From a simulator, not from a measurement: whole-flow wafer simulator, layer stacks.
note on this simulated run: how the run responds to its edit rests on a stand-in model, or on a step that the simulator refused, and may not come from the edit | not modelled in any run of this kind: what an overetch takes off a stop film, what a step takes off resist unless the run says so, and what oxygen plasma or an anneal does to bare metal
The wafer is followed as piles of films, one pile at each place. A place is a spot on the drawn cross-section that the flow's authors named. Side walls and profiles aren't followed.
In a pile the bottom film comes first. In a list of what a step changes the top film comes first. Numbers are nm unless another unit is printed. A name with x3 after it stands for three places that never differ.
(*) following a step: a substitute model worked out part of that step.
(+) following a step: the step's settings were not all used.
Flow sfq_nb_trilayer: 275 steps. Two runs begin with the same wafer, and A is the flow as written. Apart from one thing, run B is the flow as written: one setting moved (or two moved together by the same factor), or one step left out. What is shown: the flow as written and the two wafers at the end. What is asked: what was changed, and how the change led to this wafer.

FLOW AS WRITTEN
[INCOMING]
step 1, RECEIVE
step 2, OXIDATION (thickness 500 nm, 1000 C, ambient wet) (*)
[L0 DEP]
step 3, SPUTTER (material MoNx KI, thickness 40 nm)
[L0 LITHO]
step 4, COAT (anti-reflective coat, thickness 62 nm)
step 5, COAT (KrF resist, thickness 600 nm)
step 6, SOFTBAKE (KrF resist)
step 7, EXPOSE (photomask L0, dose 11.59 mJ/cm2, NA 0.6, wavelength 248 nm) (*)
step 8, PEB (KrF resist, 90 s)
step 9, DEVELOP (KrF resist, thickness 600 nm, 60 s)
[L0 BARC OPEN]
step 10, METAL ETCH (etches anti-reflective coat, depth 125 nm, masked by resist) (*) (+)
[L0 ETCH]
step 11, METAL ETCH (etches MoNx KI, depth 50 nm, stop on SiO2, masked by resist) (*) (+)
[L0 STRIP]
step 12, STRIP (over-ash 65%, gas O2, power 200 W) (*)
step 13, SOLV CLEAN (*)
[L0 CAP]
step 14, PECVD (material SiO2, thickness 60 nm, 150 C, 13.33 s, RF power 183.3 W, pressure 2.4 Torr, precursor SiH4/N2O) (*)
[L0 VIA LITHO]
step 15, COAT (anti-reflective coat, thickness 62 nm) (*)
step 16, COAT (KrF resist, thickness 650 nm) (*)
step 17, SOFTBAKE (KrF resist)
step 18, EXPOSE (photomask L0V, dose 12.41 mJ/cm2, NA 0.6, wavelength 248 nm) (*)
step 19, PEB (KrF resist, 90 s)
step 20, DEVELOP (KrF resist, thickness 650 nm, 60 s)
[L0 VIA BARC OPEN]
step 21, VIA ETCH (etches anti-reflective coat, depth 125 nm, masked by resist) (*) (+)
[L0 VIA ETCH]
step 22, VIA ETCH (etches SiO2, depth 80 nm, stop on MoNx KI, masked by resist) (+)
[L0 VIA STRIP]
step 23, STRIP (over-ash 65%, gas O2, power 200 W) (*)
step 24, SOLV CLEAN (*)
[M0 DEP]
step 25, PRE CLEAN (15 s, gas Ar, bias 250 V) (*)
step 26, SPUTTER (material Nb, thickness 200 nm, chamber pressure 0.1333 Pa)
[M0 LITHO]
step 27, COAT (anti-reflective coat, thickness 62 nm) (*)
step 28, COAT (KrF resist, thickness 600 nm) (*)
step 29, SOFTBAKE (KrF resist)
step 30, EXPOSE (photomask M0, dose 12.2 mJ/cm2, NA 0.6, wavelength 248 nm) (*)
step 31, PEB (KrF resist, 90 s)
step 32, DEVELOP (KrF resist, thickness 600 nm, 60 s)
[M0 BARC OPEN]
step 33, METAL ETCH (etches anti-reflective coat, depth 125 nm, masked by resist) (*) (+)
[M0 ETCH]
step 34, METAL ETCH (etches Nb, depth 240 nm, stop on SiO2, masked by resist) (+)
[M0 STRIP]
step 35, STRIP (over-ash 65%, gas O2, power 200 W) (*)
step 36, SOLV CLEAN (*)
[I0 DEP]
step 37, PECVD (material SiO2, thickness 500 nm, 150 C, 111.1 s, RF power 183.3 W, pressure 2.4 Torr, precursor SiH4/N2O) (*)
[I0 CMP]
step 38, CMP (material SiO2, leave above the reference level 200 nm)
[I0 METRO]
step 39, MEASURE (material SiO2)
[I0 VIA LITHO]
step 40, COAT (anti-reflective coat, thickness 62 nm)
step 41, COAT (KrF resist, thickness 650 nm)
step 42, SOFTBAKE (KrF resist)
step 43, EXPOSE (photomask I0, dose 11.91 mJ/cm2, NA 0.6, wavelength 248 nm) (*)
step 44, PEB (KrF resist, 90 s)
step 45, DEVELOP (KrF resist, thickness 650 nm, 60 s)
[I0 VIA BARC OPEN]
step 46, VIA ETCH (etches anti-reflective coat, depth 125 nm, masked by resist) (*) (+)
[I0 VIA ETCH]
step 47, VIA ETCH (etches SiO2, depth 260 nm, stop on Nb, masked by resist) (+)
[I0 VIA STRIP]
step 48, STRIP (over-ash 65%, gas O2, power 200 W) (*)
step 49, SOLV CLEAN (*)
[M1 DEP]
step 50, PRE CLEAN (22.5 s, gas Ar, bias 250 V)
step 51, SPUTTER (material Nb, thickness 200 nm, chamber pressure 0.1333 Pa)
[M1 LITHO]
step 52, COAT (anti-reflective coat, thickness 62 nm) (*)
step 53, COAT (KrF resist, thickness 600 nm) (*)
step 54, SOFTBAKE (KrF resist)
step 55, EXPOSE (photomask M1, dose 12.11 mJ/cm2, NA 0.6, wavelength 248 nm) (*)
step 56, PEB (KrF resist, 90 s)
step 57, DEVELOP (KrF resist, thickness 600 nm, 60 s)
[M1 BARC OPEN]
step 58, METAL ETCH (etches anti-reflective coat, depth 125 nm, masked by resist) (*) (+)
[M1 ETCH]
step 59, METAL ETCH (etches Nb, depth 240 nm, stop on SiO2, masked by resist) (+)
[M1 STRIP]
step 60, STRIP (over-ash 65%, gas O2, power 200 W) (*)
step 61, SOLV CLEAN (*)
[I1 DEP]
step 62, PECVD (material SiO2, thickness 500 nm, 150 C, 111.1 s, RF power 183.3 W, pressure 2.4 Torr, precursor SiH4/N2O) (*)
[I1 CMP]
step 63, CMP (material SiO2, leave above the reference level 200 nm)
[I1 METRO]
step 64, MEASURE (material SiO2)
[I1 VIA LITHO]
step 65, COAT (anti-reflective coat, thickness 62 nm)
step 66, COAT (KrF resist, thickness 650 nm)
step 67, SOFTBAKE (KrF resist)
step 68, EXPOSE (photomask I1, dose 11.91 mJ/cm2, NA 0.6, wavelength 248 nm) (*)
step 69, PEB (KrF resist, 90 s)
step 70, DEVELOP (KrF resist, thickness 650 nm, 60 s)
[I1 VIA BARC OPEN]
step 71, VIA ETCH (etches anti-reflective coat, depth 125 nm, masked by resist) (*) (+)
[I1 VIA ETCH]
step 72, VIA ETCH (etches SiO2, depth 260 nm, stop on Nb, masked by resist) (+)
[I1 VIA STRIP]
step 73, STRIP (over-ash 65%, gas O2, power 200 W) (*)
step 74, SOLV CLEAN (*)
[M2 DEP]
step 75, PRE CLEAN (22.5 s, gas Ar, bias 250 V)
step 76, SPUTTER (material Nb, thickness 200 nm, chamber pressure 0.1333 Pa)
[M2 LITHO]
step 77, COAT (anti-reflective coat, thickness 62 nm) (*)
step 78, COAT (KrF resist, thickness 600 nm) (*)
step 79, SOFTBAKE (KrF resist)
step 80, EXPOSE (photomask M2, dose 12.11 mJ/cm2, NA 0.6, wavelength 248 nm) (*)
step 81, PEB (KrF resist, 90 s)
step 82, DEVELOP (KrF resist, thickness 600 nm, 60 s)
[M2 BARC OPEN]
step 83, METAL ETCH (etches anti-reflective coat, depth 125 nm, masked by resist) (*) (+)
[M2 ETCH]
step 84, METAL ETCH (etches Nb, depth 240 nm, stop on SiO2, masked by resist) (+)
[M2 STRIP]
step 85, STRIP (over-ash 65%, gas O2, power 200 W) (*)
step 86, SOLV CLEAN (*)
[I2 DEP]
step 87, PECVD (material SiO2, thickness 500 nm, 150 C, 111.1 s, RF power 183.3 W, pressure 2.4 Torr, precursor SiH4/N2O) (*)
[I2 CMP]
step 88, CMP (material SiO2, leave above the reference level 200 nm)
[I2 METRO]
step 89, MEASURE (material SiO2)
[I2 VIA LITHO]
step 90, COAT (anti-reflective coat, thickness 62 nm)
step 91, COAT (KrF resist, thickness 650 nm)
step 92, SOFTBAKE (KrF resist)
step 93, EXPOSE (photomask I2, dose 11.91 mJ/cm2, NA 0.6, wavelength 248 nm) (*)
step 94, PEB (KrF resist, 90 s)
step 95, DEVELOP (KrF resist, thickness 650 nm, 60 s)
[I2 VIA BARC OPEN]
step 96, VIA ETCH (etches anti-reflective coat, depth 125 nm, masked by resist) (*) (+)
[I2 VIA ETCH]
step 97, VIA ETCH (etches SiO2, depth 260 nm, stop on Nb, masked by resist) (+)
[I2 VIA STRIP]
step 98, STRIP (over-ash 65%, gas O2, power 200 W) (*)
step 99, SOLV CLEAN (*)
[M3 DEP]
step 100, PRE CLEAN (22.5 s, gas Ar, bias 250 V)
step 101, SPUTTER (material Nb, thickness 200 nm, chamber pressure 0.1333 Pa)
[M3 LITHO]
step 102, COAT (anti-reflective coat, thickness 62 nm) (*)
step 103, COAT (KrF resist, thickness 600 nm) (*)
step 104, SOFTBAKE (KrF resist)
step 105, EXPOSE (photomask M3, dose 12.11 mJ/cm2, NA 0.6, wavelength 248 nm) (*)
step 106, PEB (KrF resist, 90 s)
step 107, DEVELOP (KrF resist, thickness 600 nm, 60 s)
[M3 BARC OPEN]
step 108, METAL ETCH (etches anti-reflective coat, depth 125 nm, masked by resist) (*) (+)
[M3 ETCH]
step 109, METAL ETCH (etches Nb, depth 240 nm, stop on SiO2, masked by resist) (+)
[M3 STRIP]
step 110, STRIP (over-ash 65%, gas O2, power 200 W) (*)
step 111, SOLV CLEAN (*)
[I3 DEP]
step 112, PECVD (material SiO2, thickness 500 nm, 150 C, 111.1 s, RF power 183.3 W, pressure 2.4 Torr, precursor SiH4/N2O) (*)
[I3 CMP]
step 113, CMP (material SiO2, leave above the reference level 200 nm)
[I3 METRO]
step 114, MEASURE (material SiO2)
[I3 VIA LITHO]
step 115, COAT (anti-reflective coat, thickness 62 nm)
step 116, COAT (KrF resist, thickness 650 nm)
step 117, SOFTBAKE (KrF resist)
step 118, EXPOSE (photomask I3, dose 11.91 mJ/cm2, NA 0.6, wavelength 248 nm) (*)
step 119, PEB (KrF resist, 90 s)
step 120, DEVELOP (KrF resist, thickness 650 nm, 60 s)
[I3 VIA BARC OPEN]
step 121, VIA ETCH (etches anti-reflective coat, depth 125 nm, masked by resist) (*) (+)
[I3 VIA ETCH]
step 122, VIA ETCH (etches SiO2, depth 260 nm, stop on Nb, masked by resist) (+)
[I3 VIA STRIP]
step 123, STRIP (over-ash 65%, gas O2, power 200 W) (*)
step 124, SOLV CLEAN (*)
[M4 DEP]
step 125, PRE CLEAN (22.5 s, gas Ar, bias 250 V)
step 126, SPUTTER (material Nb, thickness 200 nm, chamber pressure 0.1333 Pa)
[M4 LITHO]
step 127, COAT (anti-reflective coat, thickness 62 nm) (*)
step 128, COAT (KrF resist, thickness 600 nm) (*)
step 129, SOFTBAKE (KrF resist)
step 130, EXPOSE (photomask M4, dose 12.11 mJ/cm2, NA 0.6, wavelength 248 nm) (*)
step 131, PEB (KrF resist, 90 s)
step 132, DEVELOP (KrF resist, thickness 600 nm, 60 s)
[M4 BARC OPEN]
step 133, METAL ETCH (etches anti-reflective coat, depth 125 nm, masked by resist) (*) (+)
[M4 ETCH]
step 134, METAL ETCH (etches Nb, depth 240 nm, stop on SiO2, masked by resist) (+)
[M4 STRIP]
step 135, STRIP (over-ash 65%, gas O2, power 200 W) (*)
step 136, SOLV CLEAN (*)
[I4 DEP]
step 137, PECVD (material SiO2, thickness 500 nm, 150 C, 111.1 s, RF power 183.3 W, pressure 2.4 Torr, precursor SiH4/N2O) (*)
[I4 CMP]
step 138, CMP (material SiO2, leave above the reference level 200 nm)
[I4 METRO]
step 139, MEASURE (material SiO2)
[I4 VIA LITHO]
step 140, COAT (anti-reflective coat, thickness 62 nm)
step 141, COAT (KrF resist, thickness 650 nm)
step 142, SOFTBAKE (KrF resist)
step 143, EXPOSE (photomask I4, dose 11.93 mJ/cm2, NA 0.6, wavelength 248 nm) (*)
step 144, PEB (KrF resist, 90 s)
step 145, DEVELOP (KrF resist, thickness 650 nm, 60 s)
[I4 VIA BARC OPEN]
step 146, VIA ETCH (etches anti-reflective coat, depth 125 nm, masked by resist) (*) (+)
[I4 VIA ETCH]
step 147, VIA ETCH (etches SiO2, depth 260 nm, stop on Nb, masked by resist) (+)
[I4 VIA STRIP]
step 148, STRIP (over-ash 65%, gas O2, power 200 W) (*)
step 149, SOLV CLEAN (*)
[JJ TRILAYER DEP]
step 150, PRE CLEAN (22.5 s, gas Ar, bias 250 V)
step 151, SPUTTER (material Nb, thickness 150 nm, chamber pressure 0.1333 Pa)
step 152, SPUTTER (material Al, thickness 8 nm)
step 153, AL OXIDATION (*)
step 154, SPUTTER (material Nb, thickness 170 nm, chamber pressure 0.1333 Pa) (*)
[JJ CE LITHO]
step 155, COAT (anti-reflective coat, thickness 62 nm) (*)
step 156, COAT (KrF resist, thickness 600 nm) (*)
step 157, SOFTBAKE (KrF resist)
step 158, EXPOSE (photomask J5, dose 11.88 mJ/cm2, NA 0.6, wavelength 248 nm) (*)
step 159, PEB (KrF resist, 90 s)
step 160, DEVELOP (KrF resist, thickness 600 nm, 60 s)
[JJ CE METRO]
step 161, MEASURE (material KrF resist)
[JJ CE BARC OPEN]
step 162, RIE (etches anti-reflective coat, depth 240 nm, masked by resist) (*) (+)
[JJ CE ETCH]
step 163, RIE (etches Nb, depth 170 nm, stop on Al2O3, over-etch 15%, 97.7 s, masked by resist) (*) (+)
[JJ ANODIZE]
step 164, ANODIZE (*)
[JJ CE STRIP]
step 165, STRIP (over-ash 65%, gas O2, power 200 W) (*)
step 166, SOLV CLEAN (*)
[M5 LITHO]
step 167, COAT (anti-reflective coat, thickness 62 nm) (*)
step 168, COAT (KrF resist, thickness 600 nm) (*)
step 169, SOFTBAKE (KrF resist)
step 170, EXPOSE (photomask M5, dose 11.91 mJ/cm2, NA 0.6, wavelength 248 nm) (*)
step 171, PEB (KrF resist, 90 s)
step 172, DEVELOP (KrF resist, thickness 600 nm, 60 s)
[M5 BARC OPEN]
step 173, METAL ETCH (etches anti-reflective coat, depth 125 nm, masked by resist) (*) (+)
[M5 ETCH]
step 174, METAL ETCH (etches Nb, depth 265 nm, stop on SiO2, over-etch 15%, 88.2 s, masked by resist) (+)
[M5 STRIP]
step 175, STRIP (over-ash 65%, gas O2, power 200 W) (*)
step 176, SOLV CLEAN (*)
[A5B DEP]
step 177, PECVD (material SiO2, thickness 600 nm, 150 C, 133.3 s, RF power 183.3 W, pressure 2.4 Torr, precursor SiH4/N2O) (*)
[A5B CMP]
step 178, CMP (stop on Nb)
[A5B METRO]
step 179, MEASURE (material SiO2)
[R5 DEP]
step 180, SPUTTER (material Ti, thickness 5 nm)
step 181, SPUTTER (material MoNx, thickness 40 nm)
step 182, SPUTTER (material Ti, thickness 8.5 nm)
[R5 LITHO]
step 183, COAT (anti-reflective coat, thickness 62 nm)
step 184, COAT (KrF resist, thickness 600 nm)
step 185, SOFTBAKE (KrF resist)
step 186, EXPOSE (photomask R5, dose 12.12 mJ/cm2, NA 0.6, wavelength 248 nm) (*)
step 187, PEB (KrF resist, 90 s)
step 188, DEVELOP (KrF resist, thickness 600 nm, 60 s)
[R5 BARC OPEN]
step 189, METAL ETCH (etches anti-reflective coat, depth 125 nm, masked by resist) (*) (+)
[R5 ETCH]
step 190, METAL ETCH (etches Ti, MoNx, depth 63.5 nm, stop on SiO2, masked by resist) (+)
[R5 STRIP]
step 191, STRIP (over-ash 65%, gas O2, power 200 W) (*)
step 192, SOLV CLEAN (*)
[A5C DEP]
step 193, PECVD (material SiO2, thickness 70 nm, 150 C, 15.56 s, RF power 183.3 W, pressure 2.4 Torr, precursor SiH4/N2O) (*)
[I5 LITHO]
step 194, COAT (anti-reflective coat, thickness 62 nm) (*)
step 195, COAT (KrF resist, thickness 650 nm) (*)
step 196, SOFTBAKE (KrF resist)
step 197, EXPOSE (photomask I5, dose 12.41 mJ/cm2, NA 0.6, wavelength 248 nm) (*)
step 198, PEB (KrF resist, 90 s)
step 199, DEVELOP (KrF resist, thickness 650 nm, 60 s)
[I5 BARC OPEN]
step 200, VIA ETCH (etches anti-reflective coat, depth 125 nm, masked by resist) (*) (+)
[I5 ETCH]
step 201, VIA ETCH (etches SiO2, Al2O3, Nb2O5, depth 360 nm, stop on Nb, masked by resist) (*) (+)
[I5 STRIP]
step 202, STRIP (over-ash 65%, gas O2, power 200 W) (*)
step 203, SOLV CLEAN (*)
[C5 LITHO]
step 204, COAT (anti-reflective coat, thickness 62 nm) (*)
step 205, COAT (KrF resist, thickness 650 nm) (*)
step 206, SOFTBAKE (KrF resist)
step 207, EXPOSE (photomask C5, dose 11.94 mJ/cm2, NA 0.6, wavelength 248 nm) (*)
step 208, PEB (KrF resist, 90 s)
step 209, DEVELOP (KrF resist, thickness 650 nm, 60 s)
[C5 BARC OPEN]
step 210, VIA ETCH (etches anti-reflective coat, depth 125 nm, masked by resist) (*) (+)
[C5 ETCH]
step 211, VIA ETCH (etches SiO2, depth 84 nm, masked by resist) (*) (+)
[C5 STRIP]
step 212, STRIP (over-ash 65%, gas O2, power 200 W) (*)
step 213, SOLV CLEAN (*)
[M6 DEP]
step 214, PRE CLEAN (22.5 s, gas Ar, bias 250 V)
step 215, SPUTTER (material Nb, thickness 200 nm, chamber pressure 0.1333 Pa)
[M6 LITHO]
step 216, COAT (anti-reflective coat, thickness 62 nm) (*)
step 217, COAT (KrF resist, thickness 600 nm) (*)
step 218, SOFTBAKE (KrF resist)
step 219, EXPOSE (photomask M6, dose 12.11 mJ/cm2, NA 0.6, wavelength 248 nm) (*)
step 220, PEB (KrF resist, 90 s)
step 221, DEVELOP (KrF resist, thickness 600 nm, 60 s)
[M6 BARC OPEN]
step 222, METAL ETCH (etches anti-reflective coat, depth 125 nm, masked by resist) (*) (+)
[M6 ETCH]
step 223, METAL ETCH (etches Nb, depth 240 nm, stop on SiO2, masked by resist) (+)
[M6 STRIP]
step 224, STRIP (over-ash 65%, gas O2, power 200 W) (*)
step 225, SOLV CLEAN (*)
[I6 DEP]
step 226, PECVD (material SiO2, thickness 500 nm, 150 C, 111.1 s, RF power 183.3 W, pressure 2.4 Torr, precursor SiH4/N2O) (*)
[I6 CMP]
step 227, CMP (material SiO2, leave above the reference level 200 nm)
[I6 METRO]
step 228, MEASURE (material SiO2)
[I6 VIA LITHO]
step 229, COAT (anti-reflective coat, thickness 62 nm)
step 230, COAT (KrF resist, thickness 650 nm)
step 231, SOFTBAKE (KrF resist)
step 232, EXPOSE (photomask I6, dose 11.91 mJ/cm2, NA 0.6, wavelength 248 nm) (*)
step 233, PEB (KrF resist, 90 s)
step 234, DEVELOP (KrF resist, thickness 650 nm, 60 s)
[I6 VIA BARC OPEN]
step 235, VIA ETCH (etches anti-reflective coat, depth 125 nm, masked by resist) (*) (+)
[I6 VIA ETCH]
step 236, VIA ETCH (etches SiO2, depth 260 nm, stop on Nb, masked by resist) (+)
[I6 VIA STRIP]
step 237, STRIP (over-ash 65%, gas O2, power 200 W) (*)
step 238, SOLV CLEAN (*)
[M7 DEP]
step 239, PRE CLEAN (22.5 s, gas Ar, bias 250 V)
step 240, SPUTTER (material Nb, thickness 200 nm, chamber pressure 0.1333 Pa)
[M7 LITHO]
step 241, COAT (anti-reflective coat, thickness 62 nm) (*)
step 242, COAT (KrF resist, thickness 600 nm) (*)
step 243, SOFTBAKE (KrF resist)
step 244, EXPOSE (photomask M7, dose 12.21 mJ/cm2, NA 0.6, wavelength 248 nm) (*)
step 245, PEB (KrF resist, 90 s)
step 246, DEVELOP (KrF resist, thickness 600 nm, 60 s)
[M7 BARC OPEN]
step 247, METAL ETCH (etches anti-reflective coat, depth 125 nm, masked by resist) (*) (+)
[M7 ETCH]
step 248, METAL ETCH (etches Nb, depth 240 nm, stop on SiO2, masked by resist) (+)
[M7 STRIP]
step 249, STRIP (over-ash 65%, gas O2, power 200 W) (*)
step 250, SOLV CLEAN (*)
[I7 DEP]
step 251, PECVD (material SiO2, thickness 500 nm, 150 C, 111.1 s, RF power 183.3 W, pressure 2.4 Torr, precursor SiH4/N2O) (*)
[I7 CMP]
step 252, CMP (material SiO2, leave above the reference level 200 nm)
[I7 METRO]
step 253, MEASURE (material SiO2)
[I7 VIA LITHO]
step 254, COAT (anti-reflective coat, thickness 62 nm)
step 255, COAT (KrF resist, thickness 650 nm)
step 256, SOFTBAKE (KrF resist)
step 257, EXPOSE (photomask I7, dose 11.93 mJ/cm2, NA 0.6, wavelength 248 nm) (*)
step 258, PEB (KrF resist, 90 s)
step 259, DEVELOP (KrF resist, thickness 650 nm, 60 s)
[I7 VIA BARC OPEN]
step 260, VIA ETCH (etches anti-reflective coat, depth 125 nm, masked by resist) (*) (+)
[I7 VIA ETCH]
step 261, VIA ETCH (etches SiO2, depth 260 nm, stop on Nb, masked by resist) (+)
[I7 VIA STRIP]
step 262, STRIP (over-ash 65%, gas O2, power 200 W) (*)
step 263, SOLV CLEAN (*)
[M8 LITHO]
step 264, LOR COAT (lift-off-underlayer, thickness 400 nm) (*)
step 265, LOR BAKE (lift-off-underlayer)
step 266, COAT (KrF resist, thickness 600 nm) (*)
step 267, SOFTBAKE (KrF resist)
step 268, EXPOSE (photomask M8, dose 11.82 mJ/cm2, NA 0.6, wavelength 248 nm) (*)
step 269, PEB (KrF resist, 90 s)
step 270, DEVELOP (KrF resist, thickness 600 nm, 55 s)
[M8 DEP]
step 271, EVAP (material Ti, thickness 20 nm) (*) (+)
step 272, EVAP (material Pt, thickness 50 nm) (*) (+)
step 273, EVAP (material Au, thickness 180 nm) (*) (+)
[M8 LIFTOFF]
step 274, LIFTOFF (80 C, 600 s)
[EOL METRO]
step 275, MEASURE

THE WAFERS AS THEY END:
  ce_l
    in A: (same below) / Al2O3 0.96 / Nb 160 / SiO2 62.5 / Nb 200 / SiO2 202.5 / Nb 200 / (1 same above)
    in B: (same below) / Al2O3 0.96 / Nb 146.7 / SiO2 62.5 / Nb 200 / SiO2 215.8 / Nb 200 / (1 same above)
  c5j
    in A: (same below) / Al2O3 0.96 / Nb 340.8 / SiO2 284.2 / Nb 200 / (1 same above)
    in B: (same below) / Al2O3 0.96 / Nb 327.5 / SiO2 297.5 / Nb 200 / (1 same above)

What caused this: step 190, METAL ETCH: depth 76.8 nm was run, while the flow as written has depth 63.5 nm.

How this came from the change, step by step:
  step 190, METAL ETCH (etches Ti, MoNx, depth 63.5 nm, stop on SiO2, masked by resist) (+)
      be_r, r_sur, res, r_end, r5r_line_l, r5r_line_c, r5r_line_r: A KrF resist loses 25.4 | B KrF resist loses 30.7
      ce_l, c5j, ce_r, wl_jj: A Ti loses 8.5 (all of it), MoNx loses 40 (all of it), Ti loses 5 (all of it), Nb loses 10 | B Ti loses 8.5 (all of it), MoNx loses 40 (all of it), Ti loses 5 (all of it), Nb loses 23.3
  step 194, COAT (anti-reflective coat, thickness 62 nm) (*)
      wl_j_sl, wl_j_sr: A anti-reflective coat gains 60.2 (new film) | B anti-reflective coat gains 58 (new film)
      jj_sur: A anti-reflective coat gains 60.8 (new film) | B anti-reflective coat gains 58.6 (new film)
      (also at 5 further places)
  step 202, STRIP (over-ash 65%, gas O2, power 200 W) (*)
      wl_j_sl, wl_j_sr: A KrF resist loses 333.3 (all of it), anti-reflective coat loses 60.2 (all of it) | B KrF resist loses 333.4 (all of it), anti-reflective coat loses 58 (all of it)
      jj_sur: A KrF resist loses 337.2 (all of it), anti-reflective coat loses 60.8 (all of it) | B KrF resist loses 337.4 (all of it), anti-reflective coat loses 58.6 (all of it)
      (also at 5 further places)
  step 204, COAT (anti-reflective coat, thickness 62 nm) (*)
      wl_j_sl, wl_j_sr: A anti-reflective coat gains 60.2 (new film) | B anti-reflective coat gains 58 (new film)
      jj_sur: A anti-reflective coat gains 59.5 (new film) | B anti-reflective coat gains 57.3 (new film)
      (also at 5 further places)
  step 210, VIA ETCH (etches anti-reflective coat, depth 125 nm, masked by resist) (*) (+)
      c5j: A anti-reflective coat loses 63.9 (all of it), SiO2 loses 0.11 | B anti-reflective coat loses 67.6 (all of it), SiO2 loses 0.09
  step 212, STRIP (over-ash 65%, gas O2, power 200 W) (*)
      wl_j_sl, wl_j_sr: A KrF resist loses 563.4 (all of it), anti-reflective coat loses 60.2 (all of it) | B KrF resist loses 563.5 (all of it), anti-reflective coat loses 58 (all of it)
      jj_sur: A KrF resist loses 562 (all of it), anti-reflective coat loses 59.5 (all of it) | B KrF resist loses 562.2 (all of it), anti-reflective coat loses 57.3 (all of it)
      (also at 4 further places)
  step 216, COAT (anti-reflective coat, thickness 62 nm) (*)
      wl_j_sl, wl_j_sr: A anti-reflective coat gains 60.2 (new film) | B anti-reflective coat gains 58.1 (new film)
      jj_sur: A anti-reflective coat gains 56.1 (new film) | B anti-reflective coat gains 53.8 (new film)
      (also at 5 further places)
  step 224, STRIP (over-ash 65%, gas O2, power 200 W) (*)
      wl_j_sl, wl_j_sr: A KrF resist loses 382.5 (all of it), anti-reflective coat loses 60.2 (all of it) | B KrF resist loses 382.5 (all of it), anti-reflective coat loses 58.1 (all of it)
      jj_sur: A KrF resist loses 378.5 (all of it), anti-reflective coat loses 56.1 (all of it) | B KrF resist loses 378.7 (all of it), anti-reflective coat loses 53.8 (all of it)
      (also at 5 further places)
  step 227, CMP (material SiO2, leave above the reference level 200 nm)
      ce_l, ce_r, wl_jj: A SiO2 loses 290 | B SiO2 loses 276.7
      c5j: A SiO2 loses 223 | B SiO2 loses 209.7
